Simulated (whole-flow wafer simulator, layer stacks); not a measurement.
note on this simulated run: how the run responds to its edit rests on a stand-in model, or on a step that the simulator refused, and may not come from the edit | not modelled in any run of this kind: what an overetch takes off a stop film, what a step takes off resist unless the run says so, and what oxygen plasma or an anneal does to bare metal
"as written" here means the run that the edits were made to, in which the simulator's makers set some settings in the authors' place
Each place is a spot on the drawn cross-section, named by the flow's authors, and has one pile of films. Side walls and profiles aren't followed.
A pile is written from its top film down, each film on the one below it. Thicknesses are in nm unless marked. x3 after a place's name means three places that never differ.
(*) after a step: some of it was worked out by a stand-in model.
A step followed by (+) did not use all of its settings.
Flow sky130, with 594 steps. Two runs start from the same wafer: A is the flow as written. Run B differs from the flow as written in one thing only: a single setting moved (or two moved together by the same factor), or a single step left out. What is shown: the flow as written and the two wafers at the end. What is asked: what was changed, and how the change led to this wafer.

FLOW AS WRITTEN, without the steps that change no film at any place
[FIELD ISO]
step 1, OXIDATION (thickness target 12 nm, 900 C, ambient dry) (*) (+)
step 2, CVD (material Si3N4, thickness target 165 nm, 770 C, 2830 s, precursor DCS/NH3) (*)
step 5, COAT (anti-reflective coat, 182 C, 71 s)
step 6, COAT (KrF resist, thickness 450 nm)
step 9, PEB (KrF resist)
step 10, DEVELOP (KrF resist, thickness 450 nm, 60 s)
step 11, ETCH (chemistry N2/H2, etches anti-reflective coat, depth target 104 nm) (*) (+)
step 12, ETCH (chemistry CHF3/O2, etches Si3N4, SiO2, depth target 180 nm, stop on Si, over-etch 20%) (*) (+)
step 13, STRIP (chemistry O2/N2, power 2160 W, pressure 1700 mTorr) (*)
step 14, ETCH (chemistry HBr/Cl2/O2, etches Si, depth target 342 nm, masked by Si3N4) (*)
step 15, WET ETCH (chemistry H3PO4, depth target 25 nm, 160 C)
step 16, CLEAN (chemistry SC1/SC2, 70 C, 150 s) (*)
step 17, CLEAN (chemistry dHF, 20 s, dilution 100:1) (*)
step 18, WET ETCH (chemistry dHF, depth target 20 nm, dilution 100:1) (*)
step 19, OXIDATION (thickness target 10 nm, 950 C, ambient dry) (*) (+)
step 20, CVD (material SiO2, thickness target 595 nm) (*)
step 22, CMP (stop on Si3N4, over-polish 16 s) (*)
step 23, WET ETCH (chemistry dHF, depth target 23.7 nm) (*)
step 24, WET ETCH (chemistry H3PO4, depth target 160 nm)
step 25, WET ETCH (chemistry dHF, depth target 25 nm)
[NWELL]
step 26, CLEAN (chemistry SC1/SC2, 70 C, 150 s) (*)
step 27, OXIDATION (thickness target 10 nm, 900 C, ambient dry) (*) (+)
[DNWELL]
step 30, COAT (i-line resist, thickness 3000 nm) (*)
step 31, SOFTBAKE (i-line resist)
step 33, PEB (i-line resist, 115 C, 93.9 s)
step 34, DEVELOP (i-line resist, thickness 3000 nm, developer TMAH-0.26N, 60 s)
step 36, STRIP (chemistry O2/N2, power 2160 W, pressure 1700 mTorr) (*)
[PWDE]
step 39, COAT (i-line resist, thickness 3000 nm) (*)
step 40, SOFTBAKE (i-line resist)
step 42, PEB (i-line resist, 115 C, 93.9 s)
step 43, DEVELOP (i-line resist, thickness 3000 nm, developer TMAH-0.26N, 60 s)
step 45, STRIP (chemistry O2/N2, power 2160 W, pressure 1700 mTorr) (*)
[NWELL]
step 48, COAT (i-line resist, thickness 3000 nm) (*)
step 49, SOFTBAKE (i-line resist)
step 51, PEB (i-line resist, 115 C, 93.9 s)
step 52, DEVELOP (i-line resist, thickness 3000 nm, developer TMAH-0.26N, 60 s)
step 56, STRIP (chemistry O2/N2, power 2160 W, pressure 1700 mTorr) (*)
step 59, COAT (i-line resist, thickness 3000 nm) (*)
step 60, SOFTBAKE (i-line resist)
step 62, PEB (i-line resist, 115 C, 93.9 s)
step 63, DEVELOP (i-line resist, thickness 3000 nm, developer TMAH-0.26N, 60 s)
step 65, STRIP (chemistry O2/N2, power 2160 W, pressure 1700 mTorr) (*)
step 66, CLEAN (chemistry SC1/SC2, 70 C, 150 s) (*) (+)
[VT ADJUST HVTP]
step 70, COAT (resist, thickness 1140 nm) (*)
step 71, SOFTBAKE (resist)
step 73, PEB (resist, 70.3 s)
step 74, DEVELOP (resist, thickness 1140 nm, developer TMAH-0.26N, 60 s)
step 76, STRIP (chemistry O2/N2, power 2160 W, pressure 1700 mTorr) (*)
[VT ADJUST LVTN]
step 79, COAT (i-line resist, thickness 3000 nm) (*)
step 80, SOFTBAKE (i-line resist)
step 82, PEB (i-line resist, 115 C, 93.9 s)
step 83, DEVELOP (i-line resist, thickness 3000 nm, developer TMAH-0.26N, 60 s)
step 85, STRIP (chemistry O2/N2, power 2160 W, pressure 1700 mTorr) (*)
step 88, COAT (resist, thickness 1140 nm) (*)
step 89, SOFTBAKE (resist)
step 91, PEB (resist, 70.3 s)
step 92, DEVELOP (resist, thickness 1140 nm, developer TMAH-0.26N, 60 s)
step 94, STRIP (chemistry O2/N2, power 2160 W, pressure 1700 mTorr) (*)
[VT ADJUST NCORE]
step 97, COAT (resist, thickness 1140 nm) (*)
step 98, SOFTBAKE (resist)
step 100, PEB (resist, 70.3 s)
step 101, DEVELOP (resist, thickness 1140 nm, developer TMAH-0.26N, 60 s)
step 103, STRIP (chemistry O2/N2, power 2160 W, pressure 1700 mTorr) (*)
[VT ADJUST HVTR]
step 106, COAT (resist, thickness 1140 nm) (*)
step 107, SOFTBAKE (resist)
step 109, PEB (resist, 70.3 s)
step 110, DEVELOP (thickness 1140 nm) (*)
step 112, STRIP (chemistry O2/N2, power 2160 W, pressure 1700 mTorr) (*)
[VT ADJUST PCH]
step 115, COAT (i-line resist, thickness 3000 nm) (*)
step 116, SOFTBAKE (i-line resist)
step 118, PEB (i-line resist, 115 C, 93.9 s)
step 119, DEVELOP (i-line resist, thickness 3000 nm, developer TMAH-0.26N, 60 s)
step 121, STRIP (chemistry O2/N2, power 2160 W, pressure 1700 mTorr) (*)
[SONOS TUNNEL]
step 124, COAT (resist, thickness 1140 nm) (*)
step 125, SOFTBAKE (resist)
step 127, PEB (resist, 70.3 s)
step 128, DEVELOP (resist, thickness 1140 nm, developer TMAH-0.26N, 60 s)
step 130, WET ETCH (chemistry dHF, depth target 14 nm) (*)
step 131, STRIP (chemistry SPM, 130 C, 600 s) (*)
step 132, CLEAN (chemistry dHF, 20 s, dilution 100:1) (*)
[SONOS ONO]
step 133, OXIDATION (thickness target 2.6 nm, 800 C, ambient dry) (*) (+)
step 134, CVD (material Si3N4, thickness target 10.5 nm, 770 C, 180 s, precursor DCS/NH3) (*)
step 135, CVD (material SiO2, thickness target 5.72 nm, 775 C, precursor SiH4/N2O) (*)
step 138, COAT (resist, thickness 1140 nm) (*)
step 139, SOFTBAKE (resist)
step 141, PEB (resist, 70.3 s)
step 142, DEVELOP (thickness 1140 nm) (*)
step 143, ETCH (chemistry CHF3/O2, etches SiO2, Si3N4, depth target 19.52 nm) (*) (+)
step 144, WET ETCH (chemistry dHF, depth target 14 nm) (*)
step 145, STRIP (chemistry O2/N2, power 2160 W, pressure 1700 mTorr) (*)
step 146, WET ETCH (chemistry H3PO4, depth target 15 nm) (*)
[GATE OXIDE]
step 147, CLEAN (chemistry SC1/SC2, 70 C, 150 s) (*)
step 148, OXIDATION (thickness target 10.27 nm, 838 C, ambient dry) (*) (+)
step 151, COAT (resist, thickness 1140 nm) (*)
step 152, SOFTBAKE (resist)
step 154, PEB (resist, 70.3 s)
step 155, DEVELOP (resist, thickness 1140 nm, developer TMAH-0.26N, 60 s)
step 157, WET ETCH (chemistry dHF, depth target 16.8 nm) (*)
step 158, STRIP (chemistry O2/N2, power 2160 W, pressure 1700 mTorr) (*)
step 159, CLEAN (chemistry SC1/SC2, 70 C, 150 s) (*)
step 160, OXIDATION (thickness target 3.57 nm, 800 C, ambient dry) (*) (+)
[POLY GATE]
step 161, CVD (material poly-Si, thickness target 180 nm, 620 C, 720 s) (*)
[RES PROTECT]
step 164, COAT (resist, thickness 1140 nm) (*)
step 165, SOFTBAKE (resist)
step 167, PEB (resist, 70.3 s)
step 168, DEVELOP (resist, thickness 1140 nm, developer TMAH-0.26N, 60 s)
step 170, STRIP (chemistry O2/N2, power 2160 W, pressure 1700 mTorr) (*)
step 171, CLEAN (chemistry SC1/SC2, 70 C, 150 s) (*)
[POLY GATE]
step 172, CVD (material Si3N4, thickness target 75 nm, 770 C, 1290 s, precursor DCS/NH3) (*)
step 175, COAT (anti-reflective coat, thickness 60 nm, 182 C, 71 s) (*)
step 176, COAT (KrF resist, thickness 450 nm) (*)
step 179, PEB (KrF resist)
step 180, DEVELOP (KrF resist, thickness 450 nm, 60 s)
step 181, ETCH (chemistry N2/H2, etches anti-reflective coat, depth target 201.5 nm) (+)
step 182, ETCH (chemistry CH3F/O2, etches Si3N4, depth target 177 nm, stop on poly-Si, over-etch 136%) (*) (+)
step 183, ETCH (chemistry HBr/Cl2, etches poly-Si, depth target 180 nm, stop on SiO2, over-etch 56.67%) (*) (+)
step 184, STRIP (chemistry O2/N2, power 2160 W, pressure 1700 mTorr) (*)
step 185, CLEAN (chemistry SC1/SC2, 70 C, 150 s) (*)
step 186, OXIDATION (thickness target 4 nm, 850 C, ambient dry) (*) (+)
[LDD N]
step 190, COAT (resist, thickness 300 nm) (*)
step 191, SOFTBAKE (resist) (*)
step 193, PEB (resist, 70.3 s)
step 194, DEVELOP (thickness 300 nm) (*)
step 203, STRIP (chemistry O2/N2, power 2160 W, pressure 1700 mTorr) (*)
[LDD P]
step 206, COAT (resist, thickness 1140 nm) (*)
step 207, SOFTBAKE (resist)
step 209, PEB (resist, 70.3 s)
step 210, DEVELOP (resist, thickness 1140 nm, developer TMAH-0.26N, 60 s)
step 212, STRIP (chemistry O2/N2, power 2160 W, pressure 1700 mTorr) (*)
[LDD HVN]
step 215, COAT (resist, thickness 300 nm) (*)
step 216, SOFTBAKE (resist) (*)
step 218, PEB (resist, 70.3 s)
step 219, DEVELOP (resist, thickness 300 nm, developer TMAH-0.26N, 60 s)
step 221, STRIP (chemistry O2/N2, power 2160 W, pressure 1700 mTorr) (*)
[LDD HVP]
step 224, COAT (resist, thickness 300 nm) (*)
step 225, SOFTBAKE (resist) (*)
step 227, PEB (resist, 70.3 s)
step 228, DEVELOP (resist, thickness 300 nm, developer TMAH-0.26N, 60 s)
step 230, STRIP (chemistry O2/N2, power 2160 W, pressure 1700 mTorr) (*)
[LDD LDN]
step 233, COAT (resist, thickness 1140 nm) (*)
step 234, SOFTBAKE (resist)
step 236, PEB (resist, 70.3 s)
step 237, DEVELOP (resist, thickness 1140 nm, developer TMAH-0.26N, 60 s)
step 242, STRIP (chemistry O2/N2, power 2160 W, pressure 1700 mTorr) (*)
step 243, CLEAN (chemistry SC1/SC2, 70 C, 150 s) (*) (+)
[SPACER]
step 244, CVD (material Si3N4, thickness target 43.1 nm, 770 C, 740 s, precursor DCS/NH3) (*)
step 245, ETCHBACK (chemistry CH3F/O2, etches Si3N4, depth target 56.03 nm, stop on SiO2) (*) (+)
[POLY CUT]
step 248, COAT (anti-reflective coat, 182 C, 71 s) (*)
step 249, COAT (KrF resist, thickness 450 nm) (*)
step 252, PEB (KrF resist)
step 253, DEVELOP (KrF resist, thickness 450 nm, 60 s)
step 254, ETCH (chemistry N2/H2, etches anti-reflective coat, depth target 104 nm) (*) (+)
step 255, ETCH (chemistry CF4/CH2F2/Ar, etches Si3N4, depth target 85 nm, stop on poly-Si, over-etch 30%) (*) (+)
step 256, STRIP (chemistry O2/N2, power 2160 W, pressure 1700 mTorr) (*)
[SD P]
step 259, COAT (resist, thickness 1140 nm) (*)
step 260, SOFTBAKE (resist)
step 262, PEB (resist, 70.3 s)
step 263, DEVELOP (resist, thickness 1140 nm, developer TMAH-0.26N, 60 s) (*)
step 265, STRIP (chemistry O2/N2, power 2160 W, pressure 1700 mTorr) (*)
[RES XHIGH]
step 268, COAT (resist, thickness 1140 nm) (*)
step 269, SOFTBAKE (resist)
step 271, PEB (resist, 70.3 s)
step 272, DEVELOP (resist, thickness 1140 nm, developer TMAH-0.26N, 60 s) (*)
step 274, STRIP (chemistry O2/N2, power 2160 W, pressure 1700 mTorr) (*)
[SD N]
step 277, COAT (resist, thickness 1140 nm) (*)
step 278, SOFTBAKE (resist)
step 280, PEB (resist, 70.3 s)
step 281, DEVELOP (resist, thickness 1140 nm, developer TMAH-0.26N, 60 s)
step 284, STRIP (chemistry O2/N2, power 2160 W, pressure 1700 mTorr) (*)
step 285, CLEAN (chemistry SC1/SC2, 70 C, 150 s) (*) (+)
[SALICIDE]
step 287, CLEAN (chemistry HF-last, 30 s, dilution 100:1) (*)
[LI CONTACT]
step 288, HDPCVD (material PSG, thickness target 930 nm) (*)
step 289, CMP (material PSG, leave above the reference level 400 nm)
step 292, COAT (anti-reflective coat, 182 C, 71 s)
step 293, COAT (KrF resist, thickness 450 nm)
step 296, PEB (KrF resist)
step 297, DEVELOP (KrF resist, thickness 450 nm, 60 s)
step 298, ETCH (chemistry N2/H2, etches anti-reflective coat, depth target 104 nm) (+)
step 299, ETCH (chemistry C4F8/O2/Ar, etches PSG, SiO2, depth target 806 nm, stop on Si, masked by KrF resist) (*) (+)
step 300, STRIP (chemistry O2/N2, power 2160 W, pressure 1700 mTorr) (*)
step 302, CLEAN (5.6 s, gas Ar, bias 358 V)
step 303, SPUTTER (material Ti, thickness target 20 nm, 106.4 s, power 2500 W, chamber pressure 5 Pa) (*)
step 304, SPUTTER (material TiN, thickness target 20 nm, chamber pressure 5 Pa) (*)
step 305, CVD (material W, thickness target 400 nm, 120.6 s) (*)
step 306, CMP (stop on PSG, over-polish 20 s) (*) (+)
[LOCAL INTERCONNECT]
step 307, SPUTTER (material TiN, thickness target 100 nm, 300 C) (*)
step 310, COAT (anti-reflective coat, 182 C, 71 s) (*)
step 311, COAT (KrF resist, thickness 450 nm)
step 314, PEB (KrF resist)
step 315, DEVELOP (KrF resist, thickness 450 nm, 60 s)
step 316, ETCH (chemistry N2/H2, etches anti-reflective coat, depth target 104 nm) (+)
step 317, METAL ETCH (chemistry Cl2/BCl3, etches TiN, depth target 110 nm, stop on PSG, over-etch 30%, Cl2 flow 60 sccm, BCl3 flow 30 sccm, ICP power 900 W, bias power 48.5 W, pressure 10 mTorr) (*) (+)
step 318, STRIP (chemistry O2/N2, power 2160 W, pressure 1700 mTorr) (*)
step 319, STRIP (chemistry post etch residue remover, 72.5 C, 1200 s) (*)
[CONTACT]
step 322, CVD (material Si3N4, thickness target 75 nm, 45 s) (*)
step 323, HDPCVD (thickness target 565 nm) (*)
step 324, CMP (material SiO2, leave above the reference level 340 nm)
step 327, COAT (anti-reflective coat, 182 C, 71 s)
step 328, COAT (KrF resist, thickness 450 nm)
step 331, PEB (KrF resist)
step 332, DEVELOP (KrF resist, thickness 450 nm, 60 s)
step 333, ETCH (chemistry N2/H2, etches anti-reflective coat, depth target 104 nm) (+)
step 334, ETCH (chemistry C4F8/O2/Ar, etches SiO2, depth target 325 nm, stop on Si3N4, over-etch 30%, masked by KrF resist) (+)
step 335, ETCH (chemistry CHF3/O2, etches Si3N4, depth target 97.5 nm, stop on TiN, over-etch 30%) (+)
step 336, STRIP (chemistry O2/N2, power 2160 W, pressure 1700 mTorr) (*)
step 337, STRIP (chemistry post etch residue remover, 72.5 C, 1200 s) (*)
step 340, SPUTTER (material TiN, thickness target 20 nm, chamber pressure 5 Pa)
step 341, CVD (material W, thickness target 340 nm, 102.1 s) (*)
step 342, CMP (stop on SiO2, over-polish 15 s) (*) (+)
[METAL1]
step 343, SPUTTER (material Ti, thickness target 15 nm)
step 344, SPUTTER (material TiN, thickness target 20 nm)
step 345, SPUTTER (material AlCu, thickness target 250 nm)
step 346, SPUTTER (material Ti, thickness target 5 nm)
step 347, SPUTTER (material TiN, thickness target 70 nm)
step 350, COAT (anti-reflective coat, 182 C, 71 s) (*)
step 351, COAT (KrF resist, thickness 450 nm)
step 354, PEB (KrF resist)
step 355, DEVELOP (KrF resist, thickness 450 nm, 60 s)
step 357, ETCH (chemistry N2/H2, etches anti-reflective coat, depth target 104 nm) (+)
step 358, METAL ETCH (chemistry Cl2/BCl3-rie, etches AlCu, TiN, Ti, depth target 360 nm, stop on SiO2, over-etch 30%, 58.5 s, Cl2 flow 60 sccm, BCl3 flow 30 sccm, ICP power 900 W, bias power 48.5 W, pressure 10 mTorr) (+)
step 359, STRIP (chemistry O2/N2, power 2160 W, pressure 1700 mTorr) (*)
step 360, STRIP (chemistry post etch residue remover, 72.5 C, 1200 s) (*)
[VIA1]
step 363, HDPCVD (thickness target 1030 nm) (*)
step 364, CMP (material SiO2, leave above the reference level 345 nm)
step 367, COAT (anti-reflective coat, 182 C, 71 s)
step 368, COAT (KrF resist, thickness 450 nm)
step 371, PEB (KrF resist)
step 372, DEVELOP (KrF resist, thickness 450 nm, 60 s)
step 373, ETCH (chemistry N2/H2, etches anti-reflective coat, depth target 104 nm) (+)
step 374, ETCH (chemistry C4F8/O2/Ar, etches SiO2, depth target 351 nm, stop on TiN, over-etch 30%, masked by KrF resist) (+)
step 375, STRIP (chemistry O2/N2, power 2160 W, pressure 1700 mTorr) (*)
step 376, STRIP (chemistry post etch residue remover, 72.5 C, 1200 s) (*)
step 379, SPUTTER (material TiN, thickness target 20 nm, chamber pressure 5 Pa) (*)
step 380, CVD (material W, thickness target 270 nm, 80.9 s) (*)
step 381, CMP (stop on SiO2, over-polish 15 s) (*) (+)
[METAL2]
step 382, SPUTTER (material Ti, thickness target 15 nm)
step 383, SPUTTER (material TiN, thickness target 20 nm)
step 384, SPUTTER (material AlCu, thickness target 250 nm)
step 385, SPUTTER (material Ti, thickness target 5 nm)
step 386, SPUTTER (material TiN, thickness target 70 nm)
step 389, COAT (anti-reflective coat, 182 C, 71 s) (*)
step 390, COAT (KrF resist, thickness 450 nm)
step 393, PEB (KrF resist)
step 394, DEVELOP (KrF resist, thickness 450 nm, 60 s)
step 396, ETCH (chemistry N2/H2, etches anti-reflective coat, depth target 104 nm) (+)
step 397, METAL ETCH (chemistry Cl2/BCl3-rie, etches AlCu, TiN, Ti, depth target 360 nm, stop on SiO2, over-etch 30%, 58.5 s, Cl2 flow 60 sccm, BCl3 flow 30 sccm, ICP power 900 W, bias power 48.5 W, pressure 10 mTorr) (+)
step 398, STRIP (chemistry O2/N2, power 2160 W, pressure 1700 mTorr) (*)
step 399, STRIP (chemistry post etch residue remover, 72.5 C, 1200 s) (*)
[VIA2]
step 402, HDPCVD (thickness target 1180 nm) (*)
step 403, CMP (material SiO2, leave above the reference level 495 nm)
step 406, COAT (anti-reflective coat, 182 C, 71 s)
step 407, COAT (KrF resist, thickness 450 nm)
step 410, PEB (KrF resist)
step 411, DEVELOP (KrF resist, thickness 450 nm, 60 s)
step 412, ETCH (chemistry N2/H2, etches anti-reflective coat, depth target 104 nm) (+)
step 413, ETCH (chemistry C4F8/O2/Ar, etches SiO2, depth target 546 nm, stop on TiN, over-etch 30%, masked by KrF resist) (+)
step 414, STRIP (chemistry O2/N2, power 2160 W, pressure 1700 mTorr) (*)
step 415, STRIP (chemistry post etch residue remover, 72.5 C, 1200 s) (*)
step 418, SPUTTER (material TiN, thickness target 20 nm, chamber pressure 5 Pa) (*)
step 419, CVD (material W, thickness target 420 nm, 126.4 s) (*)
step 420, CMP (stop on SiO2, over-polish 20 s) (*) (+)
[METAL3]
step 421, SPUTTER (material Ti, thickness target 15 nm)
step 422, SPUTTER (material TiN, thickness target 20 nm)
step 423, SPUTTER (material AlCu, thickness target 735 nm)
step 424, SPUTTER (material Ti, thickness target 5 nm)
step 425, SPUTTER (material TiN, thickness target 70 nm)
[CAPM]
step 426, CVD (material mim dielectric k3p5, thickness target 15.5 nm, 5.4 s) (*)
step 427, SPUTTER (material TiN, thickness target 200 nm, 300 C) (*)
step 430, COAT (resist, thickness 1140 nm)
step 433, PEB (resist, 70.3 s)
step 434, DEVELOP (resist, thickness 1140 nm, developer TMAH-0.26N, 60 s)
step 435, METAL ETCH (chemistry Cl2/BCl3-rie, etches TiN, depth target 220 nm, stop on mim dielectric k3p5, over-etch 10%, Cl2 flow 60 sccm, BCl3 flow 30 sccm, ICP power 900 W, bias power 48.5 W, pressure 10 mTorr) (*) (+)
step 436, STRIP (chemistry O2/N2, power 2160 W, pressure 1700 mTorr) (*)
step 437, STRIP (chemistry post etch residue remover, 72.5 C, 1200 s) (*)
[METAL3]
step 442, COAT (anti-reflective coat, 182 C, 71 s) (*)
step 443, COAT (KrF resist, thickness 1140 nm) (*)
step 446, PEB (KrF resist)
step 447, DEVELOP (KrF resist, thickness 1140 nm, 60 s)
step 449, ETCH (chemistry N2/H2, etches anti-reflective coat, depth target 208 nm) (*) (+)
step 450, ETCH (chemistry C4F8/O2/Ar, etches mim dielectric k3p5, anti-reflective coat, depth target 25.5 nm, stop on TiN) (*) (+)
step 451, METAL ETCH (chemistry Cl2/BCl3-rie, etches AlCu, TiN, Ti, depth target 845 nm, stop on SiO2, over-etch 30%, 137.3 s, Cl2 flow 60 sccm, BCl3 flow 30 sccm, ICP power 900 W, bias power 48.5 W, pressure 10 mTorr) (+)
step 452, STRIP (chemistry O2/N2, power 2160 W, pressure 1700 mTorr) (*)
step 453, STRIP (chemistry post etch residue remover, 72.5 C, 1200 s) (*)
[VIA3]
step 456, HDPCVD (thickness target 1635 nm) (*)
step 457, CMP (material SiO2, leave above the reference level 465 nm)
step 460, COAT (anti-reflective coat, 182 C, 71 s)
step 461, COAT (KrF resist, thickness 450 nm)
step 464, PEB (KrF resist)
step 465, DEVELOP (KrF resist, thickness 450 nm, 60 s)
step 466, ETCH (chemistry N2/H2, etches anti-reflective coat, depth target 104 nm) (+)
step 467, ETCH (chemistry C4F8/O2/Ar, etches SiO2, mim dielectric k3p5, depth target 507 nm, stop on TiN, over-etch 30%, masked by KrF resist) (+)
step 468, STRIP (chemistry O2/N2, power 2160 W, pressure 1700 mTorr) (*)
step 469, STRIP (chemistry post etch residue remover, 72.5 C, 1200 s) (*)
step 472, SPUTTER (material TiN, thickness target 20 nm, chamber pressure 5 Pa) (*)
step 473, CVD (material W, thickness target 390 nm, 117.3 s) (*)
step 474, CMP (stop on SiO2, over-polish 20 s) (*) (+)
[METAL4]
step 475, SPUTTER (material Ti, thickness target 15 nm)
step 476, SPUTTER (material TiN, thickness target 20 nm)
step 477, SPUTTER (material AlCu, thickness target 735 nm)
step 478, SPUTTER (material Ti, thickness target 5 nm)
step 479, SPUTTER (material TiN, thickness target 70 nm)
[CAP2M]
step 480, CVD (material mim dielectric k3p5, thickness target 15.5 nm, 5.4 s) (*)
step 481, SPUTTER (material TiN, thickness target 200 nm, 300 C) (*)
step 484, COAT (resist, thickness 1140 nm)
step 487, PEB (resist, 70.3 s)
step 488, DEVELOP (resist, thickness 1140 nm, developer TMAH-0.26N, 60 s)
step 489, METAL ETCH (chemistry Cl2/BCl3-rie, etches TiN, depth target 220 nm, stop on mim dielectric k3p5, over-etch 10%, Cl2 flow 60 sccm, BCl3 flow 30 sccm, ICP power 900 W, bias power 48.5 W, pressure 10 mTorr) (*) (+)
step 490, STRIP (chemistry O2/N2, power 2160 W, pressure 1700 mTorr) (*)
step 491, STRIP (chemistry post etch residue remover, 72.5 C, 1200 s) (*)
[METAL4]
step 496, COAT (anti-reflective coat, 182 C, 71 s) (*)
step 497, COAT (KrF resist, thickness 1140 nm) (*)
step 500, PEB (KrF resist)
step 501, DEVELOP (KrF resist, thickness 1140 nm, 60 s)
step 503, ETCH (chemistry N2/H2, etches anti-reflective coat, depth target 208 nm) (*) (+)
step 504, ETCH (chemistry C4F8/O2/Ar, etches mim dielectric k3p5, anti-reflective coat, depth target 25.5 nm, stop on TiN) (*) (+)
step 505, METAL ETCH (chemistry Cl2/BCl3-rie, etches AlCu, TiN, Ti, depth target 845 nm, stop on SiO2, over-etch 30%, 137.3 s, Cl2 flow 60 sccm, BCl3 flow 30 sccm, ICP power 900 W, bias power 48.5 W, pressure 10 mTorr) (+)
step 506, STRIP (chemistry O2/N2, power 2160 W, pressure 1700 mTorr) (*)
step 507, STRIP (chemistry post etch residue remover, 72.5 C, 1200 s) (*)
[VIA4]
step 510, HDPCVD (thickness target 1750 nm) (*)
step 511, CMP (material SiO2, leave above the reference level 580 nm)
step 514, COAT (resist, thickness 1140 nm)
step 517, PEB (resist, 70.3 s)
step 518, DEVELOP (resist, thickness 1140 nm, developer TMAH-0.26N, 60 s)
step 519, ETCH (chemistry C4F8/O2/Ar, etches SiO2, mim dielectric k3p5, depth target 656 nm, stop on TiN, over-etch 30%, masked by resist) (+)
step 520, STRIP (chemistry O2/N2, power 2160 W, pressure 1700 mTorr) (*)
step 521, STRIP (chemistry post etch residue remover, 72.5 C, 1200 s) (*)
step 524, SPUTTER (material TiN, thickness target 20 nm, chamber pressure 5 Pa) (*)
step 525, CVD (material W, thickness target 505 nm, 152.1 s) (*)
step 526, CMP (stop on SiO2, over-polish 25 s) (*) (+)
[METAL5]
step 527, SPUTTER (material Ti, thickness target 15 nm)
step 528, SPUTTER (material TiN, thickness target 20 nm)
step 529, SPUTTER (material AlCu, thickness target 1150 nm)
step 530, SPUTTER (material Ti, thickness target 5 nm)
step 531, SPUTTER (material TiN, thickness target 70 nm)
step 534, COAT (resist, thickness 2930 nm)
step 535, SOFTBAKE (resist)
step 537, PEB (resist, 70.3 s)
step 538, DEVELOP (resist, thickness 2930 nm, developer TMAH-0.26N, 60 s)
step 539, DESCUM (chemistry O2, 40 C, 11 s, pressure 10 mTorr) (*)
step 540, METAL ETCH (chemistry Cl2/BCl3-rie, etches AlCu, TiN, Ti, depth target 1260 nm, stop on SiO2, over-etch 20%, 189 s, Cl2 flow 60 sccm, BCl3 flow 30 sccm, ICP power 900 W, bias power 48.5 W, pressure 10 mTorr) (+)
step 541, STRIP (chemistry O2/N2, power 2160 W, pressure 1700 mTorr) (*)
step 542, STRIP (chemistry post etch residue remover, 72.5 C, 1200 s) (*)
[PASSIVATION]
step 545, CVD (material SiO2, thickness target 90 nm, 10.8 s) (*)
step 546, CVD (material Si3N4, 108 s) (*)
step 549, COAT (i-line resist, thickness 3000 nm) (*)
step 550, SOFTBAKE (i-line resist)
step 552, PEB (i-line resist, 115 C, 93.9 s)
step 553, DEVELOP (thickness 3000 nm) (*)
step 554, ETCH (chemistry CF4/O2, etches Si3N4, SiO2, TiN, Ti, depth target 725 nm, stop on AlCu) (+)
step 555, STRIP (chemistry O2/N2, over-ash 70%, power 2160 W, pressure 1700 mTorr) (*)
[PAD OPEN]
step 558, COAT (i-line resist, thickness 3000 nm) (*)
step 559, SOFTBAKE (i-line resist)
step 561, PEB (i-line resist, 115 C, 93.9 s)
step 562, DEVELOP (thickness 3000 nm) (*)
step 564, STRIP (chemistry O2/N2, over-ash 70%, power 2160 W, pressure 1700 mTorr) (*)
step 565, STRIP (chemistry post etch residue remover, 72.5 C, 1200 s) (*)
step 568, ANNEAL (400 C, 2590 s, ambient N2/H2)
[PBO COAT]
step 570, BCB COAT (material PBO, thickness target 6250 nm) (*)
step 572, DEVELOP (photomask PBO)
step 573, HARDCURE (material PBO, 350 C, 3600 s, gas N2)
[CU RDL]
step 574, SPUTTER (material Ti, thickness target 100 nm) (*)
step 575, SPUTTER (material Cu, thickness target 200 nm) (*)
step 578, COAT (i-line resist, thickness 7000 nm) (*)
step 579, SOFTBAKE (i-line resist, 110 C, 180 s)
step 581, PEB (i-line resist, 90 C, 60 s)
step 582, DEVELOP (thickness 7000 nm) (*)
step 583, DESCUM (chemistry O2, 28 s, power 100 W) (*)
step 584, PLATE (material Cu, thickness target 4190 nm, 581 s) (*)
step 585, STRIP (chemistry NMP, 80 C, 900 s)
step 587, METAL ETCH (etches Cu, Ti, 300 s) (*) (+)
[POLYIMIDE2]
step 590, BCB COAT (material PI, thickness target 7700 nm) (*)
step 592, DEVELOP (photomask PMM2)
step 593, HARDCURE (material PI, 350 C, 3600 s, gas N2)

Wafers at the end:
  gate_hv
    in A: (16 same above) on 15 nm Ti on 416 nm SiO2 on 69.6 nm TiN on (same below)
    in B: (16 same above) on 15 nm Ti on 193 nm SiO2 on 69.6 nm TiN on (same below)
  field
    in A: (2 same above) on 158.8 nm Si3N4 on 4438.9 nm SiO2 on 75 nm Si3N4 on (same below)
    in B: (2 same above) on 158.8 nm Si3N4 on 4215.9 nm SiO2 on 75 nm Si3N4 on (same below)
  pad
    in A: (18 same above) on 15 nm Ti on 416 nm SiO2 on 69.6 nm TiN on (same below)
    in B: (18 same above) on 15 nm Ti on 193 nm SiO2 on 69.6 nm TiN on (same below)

Cause: step 403, CMP: leave above the reference level 272 nm was run, whereas the flow has leave above the reference level 495 nm.

Step by step, how the change led to this:
  step 403, CMP (material SiO2, leave above the reference level 495 nm)
      n_well, p_well, gate_hv and 101 more: A SiO2 loses 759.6 | B SiO2 loses 982.6
      field, active, gate and 82 more: A SiO2 loses 389.1 | B SiO2 loses 612.1
      (also at 2 further places)
  step 413, ETCH (chemistry C4F8/O2/Ar, etches SiO2, depth target 546 nm, stop on TiN, over-etch 30%, masked by KrF resist) (+)
      field, active, n_well and 186 more: A KrF resist loses 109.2 | B KrF resist loses 51.3
      m1: A SiO2 loses 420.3 (all of it) | B SiO2 loses 197.3 (all of it)
      (also at 1 further place)
  step 414, STRIP (chemistry O2/N2, power 2160 W, pressure 1700 mTorr) (*)
      field, active, n_well and 186 more: A KrF resist loses 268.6 (all of it), anti-reflective coat loses 80 (all of it) | B KrF resist loses 326.5 (all of it), anti-reflective coat loses 80 (all of it)
  step 418, SPUTTER (material TiN, thickness target 20 nm, chamber pressure 5 Pa) (*)
      m1, via2_hole: A TiN gains 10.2 | B TiN gains 13.6
  step 419, CVD (material W, thickness target 420 nm, 126.4 s) (*)
      m1: A W gains 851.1 (new film) | B W gains 624.7 (new film)
      via2_hole: A W gains 850.7 (new film) | B W gains 624.2 (new film)
